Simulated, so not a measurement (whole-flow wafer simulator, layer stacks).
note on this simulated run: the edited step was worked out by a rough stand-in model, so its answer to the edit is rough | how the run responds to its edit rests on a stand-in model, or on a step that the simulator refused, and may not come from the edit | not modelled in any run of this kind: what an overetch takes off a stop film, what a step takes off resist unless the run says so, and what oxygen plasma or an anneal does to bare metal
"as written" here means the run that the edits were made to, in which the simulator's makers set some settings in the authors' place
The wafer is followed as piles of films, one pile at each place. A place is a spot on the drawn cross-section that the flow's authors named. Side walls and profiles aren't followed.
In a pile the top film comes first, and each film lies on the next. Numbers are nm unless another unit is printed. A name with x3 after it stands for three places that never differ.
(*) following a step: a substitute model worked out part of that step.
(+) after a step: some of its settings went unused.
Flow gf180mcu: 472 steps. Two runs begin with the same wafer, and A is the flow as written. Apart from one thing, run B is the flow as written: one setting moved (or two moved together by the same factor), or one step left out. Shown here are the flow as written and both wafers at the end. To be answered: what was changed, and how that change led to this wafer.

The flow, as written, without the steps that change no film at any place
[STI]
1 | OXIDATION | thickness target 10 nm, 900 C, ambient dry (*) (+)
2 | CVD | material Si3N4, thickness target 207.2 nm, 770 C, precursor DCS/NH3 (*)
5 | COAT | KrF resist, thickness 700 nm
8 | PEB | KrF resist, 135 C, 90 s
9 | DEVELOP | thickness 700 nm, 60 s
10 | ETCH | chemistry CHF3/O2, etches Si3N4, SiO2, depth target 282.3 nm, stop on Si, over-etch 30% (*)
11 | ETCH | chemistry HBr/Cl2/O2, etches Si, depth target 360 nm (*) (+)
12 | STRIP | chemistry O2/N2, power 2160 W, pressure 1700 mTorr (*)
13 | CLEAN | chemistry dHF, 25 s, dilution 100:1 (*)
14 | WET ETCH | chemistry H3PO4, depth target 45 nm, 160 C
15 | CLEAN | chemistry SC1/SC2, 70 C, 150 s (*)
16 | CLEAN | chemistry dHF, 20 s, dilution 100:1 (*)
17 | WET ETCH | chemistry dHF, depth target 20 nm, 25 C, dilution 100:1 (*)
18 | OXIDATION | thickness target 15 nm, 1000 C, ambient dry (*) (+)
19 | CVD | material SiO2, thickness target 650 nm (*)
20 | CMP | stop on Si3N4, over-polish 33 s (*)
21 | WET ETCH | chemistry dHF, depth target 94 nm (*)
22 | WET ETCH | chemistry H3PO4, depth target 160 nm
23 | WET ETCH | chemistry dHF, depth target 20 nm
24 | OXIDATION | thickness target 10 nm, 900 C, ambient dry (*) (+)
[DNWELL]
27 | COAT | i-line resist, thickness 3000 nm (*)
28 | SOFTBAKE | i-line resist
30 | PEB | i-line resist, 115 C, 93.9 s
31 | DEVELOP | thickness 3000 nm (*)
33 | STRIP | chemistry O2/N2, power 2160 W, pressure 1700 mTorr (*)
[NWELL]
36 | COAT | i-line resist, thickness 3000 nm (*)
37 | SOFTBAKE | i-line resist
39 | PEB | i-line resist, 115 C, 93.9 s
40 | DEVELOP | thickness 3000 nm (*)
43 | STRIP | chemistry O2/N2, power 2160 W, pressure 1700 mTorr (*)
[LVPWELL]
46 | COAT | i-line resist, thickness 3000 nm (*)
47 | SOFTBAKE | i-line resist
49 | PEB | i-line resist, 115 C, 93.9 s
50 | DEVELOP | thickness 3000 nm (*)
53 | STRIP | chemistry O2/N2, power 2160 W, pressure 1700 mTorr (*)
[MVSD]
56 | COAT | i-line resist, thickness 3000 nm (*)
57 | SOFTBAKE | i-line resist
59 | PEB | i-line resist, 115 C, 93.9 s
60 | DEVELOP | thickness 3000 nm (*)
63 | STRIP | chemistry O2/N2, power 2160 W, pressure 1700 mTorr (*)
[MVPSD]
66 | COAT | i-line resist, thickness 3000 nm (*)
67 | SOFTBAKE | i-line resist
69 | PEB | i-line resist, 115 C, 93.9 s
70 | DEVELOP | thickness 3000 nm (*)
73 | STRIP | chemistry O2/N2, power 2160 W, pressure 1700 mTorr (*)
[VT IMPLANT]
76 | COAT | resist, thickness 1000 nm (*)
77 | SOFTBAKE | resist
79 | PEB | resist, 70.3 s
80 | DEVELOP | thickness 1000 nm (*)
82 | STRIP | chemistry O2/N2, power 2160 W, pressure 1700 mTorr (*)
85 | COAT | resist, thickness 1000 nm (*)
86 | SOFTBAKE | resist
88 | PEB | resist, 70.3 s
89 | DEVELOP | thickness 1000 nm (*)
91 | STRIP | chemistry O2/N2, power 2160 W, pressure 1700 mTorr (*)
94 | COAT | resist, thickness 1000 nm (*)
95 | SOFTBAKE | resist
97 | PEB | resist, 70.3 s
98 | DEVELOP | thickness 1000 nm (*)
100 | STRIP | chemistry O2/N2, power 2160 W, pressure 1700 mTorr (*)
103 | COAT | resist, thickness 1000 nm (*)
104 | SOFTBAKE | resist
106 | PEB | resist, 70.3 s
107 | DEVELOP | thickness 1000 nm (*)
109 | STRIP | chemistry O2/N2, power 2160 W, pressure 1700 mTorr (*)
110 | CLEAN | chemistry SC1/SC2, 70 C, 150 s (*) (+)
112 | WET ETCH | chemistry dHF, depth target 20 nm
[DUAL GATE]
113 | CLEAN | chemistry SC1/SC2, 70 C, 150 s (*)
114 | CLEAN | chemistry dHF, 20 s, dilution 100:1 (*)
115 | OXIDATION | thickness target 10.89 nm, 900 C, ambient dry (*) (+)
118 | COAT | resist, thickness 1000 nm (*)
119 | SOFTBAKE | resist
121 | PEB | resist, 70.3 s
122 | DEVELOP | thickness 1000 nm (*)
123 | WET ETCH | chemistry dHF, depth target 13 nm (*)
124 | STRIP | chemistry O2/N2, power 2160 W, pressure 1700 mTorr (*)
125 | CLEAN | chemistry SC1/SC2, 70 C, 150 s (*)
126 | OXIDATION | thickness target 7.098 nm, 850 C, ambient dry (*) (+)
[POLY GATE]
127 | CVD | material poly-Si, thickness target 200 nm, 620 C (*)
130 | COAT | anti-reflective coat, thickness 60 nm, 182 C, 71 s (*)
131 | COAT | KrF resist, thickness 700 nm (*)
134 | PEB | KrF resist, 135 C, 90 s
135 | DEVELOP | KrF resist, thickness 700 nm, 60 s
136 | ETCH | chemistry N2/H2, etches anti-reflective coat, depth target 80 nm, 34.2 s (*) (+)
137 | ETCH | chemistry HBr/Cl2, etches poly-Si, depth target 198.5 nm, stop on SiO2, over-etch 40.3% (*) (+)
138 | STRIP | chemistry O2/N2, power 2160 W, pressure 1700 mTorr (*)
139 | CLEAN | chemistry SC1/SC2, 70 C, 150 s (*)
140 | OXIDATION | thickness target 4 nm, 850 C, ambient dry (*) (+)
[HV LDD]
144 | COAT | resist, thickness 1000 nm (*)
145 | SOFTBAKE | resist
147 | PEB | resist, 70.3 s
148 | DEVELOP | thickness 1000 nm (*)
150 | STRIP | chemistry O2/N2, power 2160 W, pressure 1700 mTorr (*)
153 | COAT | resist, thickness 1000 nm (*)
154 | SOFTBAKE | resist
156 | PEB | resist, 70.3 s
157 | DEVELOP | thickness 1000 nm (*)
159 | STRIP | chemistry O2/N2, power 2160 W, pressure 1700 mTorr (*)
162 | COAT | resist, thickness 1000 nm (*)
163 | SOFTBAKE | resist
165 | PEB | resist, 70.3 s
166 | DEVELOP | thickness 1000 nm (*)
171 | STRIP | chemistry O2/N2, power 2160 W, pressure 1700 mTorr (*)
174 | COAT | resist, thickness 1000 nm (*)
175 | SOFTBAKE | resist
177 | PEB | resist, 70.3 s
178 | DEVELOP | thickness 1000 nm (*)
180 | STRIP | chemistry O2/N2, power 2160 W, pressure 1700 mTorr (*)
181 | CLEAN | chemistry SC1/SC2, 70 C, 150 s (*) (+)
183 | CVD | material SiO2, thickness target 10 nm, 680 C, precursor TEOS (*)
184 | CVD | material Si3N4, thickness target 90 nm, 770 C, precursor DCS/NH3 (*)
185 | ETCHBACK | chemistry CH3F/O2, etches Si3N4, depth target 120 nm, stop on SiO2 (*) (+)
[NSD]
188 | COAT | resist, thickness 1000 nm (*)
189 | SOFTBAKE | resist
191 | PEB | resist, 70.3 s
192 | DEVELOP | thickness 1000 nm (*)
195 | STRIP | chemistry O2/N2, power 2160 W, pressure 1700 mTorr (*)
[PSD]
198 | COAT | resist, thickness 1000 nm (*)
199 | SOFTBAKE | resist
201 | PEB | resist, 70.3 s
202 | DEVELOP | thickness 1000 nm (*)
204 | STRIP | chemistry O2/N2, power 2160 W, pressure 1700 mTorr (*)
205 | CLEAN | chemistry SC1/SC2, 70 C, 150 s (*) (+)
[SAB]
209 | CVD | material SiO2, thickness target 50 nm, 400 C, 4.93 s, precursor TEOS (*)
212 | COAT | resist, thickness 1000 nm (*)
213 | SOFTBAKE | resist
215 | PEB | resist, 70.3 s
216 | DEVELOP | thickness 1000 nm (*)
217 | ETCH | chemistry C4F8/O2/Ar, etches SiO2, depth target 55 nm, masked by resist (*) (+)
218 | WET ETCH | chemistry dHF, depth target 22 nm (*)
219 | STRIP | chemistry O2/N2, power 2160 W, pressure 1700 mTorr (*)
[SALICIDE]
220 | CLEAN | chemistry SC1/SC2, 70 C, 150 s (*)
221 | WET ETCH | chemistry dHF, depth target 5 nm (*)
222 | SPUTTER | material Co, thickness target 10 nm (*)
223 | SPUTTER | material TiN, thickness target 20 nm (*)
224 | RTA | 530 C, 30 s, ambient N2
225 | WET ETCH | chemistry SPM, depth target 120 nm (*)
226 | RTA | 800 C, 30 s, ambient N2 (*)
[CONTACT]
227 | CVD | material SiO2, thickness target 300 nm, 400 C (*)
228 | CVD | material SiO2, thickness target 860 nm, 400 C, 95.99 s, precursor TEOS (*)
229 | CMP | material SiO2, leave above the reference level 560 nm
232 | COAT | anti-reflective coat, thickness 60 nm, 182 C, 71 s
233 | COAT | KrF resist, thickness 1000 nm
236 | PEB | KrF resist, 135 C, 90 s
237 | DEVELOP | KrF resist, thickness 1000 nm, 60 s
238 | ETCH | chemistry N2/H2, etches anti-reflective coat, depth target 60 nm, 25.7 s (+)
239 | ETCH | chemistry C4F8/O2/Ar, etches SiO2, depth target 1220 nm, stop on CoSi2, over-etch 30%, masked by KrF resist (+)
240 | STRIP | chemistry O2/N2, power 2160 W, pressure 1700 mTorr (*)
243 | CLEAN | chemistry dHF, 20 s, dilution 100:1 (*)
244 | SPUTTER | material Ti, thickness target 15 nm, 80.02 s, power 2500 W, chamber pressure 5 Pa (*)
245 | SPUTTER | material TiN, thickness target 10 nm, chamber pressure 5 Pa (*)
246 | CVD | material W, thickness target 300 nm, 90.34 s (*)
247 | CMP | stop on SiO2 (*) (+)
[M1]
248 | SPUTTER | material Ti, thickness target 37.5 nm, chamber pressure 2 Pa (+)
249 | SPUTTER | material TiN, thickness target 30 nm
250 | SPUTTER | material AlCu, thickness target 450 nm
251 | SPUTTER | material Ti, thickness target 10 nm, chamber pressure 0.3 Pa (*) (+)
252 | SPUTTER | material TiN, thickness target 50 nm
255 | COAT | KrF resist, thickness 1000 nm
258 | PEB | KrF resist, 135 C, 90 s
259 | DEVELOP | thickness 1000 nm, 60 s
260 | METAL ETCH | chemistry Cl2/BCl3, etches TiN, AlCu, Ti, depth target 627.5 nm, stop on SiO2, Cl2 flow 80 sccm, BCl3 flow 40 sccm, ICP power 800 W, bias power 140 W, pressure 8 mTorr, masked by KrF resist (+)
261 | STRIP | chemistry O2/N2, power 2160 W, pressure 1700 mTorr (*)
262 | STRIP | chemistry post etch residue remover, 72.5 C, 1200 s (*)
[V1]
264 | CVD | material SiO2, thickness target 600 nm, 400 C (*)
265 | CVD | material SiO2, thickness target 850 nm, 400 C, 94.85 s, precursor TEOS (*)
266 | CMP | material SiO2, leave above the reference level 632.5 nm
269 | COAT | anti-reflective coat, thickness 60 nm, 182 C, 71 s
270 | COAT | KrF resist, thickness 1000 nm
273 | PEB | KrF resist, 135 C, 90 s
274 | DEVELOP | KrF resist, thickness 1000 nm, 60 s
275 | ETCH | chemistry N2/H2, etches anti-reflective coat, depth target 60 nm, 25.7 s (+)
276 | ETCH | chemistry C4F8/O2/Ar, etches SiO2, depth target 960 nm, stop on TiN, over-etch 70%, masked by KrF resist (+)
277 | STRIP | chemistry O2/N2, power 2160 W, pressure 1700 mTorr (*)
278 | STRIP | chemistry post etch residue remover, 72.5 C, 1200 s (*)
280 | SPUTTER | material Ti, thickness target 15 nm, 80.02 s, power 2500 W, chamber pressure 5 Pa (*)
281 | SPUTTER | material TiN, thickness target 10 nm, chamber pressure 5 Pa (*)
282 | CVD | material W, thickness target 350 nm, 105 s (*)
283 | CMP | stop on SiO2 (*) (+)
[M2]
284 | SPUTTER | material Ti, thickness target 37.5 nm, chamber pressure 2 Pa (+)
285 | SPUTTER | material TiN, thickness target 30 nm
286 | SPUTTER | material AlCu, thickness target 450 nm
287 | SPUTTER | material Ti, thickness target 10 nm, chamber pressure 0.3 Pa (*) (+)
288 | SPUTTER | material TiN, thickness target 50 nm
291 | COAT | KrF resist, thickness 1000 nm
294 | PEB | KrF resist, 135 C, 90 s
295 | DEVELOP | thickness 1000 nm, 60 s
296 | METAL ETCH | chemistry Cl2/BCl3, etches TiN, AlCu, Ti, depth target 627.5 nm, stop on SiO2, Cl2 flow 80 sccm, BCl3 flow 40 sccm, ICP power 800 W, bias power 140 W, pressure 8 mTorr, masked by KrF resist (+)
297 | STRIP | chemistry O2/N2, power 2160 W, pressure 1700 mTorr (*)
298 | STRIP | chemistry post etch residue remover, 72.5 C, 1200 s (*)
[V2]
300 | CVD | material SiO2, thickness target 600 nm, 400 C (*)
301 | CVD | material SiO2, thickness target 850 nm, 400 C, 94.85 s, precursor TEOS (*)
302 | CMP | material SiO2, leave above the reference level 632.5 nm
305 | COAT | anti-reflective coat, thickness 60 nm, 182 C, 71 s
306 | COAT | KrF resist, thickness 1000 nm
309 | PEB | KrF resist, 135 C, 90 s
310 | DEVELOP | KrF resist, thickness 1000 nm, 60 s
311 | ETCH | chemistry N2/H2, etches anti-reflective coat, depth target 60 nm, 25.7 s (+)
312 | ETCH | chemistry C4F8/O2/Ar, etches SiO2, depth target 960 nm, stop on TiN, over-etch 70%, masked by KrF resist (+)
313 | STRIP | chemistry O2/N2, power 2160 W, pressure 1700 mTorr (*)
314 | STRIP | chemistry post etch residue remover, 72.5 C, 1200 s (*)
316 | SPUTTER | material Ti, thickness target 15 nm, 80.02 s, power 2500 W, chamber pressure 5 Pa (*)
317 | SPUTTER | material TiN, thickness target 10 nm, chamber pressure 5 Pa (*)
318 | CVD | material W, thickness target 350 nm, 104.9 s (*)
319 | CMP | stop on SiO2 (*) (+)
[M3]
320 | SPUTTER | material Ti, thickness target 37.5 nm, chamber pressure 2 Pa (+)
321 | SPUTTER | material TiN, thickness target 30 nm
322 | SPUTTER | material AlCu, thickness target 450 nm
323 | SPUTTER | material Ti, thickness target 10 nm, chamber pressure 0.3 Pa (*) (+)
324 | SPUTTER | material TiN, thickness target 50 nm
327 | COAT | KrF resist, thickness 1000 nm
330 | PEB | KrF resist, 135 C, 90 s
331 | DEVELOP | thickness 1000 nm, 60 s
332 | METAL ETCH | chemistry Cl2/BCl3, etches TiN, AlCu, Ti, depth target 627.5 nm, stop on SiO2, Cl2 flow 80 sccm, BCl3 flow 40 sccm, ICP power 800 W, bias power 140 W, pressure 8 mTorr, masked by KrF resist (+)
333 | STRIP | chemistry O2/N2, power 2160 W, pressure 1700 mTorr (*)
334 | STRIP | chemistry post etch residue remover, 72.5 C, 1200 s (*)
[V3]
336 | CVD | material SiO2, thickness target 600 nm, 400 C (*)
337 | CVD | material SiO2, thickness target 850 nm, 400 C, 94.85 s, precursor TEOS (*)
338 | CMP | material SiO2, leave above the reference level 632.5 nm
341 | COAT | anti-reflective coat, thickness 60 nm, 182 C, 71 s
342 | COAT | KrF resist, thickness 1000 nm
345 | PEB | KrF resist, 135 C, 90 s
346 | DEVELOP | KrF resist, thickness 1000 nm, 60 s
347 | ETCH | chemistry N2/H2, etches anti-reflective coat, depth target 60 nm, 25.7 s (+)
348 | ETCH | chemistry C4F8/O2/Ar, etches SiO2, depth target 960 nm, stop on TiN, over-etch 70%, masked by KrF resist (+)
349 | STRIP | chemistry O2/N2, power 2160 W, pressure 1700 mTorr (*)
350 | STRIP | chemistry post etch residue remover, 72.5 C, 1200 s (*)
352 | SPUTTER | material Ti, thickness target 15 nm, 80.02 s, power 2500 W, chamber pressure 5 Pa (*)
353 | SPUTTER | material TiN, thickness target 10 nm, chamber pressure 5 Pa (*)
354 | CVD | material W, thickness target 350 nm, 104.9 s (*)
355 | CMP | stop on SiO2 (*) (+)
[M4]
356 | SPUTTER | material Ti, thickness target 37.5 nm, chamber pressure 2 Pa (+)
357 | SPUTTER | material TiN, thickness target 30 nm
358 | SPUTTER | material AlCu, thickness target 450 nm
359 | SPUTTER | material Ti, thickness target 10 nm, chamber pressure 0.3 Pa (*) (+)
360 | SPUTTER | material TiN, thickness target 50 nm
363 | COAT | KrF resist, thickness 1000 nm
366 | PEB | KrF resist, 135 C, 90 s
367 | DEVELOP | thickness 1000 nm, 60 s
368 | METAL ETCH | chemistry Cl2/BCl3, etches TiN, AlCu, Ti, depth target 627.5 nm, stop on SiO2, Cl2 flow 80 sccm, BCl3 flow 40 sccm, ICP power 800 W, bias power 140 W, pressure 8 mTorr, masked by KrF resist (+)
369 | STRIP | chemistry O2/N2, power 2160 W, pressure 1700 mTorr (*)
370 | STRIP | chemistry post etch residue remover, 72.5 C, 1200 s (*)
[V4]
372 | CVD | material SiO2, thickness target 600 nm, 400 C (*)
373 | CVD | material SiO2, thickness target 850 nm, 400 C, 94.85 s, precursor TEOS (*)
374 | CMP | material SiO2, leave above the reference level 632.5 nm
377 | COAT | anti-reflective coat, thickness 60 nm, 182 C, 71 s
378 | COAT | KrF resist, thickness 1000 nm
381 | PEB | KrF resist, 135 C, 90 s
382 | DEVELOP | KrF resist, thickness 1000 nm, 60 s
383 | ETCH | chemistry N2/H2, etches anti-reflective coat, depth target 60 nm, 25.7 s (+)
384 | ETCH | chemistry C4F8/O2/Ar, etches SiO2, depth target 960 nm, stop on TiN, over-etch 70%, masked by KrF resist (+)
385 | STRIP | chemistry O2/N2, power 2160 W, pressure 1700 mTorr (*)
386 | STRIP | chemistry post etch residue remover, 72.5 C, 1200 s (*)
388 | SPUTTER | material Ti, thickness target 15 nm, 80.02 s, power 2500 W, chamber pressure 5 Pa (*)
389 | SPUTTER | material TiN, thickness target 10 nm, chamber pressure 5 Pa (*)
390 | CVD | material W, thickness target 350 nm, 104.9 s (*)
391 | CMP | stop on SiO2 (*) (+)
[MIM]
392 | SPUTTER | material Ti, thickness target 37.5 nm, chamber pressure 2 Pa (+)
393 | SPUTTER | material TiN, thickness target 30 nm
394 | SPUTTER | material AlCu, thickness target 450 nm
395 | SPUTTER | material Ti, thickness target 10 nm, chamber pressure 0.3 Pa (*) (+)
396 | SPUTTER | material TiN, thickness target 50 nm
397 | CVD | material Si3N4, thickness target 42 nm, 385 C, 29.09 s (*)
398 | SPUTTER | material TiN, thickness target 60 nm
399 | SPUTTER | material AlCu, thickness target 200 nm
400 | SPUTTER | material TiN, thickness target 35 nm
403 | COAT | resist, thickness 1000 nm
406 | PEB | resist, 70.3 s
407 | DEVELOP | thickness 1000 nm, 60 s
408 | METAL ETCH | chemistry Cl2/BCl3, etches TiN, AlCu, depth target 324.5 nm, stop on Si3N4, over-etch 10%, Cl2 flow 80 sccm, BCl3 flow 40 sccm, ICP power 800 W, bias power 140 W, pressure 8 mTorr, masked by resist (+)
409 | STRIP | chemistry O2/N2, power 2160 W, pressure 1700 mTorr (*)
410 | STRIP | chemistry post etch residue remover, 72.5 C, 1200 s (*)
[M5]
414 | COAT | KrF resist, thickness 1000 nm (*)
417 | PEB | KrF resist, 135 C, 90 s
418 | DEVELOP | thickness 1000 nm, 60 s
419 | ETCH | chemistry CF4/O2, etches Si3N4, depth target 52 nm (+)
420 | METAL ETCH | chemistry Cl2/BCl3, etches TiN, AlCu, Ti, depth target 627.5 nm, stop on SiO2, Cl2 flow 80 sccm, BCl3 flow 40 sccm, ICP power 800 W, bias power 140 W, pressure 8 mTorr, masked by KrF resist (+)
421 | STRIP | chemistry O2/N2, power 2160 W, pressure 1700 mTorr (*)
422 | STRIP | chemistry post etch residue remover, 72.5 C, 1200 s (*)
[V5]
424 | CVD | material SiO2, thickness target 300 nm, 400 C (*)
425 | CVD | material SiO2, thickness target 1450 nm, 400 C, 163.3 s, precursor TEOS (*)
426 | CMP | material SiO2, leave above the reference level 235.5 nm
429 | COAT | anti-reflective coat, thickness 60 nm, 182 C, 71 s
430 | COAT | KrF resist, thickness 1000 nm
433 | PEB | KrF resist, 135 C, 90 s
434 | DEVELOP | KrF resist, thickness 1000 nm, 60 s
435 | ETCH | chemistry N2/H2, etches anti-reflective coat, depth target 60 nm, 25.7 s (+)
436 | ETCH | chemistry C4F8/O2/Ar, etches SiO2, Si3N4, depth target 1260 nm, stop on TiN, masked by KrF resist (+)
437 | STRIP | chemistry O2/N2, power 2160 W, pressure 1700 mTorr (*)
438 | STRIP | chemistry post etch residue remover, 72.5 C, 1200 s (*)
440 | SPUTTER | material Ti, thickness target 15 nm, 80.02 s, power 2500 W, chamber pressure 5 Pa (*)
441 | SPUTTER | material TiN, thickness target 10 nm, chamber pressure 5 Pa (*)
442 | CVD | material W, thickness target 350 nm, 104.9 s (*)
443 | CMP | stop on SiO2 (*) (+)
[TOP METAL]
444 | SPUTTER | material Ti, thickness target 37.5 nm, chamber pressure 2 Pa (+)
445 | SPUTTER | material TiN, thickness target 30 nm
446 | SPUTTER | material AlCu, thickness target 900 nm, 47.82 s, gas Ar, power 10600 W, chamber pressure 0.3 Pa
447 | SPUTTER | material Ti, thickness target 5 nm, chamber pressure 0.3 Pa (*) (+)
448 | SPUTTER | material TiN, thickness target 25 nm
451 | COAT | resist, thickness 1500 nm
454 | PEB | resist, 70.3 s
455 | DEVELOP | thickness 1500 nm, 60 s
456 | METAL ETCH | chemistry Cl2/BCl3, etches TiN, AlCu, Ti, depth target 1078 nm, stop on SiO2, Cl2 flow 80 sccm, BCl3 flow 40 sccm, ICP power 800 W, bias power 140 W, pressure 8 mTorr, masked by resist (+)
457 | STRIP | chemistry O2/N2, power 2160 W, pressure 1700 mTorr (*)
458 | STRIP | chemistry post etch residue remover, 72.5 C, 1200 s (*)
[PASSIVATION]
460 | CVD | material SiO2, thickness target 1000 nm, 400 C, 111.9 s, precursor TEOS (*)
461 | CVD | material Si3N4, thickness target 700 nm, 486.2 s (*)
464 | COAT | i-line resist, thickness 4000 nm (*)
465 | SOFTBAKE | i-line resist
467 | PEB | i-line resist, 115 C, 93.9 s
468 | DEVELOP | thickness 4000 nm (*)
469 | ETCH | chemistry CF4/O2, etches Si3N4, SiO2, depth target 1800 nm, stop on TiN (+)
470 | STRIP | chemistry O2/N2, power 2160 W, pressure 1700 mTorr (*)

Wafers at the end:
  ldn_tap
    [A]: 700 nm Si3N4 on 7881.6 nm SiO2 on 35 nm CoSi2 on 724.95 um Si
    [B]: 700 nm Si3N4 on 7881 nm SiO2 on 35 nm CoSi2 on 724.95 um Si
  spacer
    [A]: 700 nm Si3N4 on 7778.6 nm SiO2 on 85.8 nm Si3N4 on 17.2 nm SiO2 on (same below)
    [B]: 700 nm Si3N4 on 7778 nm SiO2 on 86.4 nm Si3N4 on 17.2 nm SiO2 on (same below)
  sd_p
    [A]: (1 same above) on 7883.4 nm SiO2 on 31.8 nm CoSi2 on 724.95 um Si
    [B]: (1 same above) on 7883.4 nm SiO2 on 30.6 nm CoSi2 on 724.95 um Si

Cause: step 209, CVD: thickness target 73 nm was run, whereas the flow has thickness target 50 nm; step 209, CVD: 7.198 s was run, where the flow has 4.93 s.

How this came from the change, step by step:
  209 | CVD | material SiO2, thickness target 50 nm, 400 C, 4.93 s, precursor TEOS (*)
      field, field__w7, field__w8 and 73 more: A +50 SiO2 | B +72.2 SiO2
      field_sub__w1, field_sub__w3, field_sub__w4, field_sub__w5, ld_drift_n: A +48.9 SiO2 | B +70.6 SiO2
      (as well as at 28 more places)
  217 | ETCH | chemistry C4F8/O2/Ar, etches SiO2, depth target 55 nm, masked by resist (*) (+)
      spacer: A -50 SiO2 (all of it), -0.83 Si3N4 | B -55 SiO2
  218 | WET ETCH | chemistry dHF, depth target 22 nm (*)
      ldn_tap, ldp_src, ldp_drn, ldp_gr: A -16 SiO2 (all of it) | B -36.5 SiO2
      ldn_src, ldn_drn, ldp_tap: A -16 SiO2 (all of it) | B -36.6 SiO2
      (as well as at 93 more places)
  219 | STRIP | chemistry O2/N2, power 2160 W, pressure 1700 mTorr (*)
      active_hv, active_nat, ld_sd_n and 10 more: A +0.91 chemical SiO2 (new film), -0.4 Si | B nothing
  221 | WET ETCH | chemistry dHF, depth target 5 nm (*)
      ldn_tap, ldn_src, ldn_drn, ldp_tap, ldp_src, ldp_drn, ldp_gr: A -0.76 chemical SiO2 (all of it) | B -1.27 SiO2 (all of it)
      active_hv: A -0.76 chemical SiO2 (all of it) | B -0.96 SiO2 (all of it)
      (as well as at 5 more places)
  223 | SPUTTER | material TiN, thickness target 20 nm (*)
      field__w12: A +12 TiN (new film) | B +12.7 TiN (new film)
      sd_p: A +17.9 TiN (new film) | B +17.2 TiN (new film)
      (as well as at 1 more place)
  224 | RTA | 530 C, 30 s, ambient N2
      sd_p: A under 1 film: +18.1 CoSi (new film), -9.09 Co (all of it), -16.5 Si | B under 1 film: +17.4 CoSi (new film), -8.76 Co (all of it), -15.9 Si
  225 | WET ETCH | chemistry SPM, depth target 120 nm (*)
      field__w12: A -12 TiN (all of it), -6.15 Co (all of it) | B -12.7 TiN (all of it), -6.44 Co (all of it)
      sd_p: A -17.9 TiN (all of it) | B -17.2 TiN (all of it)
      (as well as at 1 more place)
  226 | RTA | 800 C, 30 s, ambient N2 (*)
      sd_p: A +31.8 CoSi2 (new film), -18.1 CoSi (all of it), -16.5 Si | B +30.6 CoSi2 (new film), -17.4 CoSi (all of it), -15.9 Si
  229 | CMP | material SiO2, leave above the reference level 560 nm
      ldn_sep__w1, ldn_sep__w2, ldn_dft and 8 more: A -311 SiO2 | B -320 SiO2
      sti, mim_1p0, pad, dice_street, iso_nw_fld, iso_fld_sub: A -296.8 SiO2 | B -305.8 SiO2
      (as well as at 43 more places)
